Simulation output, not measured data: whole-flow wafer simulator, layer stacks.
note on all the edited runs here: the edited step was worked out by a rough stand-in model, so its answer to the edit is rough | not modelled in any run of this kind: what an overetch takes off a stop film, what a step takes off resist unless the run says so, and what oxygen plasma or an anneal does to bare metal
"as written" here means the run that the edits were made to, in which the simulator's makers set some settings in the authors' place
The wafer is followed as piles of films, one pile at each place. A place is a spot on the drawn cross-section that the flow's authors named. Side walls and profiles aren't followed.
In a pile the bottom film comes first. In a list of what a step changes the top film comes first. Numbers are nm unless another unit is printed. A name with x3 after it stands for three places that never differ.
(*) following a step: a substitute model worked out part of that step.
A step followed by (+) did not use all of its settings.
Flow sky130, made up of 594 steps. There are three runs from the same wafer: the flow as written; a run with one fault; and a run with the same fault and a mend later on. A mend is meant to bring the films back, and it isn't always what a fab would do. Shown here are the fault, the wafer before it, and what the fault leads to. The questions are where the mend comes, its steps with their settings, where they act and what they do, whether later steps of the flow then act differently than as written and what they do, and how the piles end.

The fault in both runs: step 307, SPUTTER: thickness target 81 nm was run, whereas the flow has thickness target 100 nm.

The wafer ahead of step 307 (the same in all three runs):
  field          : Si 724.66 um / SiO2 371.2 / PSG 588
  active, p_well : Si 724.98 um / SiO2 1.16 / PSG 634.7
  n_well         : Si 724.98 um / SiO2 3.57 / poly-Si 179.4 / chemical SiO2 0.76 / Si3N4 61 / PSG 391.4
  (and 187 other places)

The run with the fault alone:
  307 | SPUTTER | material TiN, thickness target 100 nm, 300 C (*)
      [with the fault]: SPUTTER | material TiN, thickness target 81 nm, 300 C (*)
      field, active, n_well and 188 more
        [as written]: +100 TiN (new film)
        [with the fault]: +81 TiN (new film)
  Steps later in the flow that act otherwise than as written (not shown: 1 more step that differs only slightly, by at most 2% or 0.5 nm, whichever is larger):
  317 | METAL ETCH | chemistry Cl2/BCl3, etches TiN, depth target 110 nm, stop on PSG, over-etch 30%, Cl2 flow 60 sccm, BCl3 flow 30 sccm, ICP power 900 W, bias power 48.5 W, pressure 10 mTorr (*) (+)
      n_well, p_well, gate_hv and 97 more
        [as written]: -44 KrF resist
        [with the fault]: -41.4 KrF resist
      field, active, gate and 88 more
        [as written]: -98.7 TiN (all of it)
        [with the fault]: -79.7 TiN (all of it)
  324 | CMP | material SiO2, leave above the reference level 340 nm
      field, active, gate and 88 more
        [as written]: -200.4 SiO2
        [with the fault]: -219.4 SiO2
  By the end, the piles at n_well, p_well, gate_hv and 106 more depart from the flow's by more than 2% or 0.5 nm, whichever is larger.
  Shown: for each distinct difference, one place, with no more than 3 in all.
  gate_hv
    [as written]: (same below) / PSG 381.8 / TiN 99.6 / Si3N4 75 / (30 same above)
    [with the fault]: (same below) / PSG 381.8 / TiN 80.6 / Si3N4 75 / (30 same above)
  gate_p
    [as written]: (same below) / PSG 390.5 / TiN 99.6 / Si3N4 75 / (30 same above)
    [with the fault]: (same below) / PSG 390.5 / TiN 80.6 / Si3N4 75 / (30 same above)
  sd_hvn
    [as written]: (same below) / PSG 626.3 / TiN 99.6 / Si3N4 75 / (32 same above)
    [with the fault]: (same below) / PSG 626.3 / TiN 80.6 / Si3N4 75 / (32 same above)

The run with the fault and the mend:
  After step 307 comes the mend.
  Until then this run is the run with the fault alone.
  307a | SPUTTER | material TiN, thickness target 19 nm, 300 C (*) (a further turn of the flow's step 307, with different settings)
      field, active, n_well and 188 more
        +19 TiN
  Later steps of the flow that are run all act as written at every place that is followed, up to a difference of at most 2% or 0.5 nm, whichever is larger.
  At every place that both follow, the piles at the end match the flow's.
